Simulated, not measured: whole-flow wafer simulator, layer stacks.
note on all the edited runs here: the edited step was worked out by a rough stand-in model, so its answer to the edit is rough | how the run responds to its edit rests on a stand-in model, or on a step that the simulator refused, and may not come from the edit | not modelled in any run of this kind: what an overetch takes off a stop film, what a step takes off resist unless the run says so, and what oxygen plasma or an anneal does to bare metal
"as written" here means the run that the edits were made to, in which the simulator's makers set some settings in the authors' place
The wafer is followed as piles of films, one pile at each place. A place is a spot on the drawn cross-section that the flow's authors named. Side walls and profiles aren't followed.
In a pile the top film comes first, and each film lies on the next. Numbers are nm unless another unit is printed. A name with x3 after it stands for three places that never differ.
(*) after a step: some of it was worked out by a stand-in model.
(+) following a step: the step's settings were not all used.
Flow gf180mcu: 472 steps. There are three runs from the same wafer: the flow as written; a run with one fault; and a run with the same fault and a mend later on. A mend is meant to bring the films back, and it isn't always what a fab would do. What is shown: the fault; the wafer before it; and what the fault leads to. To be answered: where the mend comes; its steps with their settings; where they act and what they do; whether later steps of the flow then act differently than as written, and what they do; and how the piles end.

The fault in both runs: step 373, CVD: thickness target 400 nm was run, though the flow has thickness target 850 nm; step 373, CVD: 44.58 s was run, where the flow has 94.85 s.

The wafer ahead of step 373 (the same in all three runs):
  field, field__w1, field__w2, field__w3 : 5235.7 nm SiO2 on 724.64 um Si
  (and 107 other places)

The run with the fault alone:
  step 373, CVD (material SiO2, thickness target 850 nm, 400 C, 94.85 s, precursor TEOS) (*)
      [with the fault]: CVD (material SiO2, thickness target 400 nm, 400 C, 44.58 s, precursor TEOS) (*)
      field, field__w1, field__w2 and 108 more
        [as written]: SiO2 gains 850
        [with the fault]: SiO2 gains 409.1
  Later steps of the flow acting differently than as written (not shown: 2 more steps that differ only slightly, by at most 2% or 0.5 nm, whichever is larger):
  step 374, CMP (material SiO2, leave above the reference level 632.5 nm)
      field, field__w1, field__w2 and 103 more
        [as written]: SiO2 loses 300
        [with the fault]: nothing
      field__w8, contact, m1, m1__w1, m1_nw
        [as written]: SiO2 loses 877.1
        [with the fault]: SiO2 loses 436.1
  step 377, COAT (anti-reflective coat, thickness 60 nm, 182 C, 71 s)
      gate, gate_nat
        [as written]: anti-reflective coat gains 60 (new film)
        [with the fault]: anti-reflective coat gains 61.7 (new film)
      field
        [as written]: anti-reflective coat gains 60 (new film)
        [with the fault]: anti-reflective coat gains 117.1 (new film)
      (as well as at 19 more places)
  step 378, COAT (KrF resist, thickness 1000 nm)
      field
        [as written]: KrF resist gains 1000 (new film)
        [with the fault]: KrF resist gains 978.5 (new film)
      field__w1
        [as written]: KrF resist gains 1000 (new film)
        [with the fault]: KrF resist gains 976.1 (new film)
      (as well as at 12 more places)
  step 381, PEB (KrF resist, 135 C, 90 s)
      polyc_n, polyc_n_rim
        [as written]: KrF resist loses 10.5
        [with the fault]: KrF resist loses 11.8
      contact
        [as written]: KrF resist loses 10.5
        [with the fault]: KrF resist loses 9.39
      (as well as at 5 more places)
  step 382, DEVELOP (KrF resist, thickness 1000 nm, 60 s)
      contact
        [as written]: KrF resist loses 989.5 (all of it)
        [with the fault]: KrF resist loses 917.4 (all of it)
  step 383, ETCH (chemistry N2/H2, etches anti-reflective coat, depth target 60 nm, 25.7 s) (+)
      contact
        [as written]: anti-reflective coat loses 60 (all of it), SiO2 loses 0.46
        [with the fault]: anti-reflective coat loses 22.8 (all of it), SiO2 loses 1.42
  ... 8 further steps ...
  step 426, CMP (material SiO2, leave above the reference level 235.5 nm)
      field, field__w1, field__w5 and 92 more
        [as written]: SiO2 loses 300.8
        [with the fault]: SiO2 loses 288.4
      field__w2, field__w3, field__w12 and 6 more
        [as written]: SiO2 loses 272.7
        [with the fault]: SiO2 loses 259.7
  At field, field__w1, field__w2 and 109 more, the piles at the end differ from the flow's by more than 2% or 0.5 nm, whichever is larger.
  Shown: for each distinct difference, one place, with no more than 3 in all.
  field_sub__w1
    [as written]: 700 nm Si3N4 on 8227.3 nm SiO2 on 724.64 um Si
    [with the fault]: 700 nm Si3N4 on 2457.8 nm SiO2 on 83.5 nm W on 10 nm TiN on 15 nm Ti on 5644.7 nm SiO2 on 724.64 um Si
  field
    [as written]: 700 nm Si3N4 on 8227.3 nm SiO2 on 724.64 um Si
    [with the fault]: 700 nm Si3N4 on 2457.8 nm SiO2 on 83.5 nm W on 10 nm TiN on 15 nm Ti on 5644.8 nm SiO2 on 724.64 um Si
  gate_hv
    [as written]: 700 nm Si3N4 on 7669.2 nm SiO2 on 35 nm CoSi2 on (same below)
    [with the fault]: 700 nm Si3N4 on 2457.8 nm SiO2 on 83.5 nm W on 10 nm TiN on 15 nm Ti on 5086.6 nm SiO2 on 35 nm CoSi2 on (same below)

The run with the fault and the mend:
  The mend follows step 373.
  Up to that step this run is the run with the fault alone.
  step 373a, CVD (material SiO2, thickness target 450 nm, 400 C, 50.22 s, precursor TEOS) (*) (the flow's step 373, run once more with other settings)
      field, field__w1, field__w2 and 108 more
        SiO2 gains 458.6
  Later steps of the flow acting differently than as written:
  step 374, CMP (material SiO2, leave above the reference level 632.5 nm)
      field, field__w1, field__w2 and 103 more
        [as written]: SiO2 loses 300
        [with the mend]: SiO2 loses 317.6
  The piles end the same as the flow's at every place that both follow.
